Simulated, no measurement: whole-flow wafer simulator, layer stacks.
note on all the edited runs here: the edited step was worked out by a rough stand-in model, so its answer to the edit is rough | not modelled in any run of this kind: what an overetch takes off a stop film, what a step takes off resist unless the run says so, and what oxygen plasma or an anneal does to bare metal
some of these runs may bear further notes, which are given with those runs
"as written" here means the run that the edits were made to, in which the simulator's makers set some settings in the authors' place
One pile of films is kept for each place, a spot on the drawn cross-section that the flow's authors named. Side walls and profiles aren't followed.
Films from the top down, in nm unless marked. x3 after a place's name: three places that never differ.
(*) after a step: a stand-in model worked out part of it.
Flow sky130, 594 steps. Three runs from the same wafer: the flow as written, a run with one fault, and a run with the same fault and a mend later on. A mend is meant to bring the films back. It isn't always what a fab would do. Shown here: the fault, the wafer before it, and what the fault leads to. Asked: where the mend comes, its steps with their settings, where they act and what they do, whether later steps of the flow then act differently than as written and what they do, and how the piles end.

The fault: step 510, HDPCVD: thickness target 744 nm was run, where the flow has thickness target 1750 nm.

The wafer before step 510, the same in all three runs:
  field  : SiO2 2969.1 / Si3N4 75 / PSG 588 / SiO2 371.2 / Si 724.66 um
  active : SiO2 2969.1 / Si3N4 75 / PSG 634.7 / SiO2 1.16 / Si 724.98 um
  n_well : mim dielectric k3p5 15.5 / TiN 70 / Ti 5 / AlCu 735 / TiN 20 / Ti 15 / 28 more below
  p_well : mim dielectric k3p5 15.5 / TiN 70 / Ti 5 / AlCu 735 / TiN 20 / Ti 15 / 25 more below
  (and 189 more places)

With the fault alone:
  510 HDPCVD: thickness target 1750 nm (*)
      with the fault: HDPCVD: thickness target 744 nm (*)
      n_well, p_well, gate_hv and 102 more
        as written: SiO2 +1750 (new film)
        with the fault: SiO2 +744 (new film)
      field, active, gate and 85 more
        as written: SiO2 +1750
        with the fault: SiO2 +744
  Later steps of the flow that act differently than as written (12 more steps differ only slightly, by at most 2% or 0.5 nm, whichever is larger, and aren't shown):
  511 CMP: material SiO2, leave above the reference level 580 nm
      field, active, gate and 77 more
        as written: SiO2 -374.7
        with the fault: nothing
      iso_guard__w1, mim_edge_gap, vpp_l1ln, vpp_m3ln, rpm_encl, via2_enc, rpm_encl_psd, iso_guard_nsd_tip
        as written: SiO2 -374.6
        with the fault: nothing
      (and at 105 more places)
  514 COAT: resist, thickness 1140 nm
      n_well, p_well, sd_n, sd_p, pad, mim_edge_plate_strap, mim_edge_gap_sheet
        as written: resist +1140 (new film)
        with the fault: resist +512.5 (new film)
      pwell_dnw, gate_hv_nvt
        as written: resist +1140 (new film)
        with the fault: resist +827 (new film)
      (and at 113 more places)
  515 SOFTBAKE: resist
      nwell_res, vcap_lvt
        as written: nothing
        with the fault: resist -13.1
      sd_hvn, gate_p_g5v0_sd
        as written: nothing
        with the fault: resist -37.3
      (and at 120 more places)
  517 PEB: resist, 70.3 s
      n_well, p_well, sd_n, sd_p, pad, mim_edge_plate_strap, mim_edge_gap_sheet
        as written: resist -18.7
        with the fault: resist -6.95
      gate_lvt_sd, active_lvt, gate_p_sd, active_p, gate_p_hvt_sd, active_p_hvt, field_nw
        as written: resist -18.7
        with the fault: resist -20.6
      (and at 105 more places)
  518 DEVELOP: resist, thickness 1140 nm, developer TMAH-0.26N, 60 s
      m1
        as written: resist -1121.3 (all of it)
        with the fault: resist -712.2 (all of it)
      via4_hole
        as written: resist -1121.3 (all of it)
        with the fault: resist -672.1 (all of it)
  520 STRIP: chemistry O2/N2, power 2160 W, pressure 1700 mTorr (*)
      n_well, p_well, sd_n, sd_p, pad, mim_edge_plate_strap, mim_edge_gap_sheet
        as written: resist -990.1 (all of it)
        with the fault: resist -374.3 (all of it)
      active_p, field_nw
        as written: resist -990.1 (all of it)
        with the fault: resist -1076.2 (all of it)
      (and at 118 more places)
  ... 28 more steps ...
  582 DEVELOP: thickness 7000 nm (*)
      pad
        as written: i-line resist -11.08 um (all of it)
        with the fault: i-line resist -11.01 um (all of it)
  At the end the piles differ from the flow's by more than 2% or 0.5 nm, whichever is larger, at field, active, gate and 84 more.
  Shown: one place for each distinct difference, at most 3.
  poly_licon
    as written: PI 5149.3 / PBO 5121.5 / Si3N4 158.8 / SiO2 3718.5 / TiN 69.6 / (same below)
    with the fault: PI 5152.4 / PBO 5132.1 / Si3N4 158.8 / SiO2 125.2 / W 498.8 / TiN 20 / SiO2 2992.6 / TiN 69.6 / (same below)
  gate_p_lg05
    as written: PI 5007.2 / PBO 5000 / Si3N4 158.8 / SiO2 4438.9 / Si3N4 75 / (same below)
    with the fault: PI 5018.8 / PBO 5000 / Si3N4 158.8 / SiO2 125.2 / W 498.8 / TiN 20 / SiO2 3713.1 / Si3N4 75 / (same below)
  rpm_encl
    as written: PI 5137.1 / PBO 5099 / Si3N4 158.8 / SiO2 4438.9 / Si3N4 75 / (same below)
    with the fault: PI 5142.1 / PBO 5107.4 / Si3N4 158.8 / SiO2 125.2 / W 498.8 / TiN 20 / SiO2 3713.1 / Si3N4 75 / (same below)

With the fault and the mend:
  The mend comes after step 510.
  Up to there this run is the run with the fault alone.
  510a HDPCVD: thickness target 1006 nm (*) (the flow's step 510 once more, with other settings)
      field, active, n_well and 190 more
        SiO2 +1006
  No later step of the flow acts differently than as written at any place that is followed.
  At the end the piles are the same as the flow's at every place that both follow.
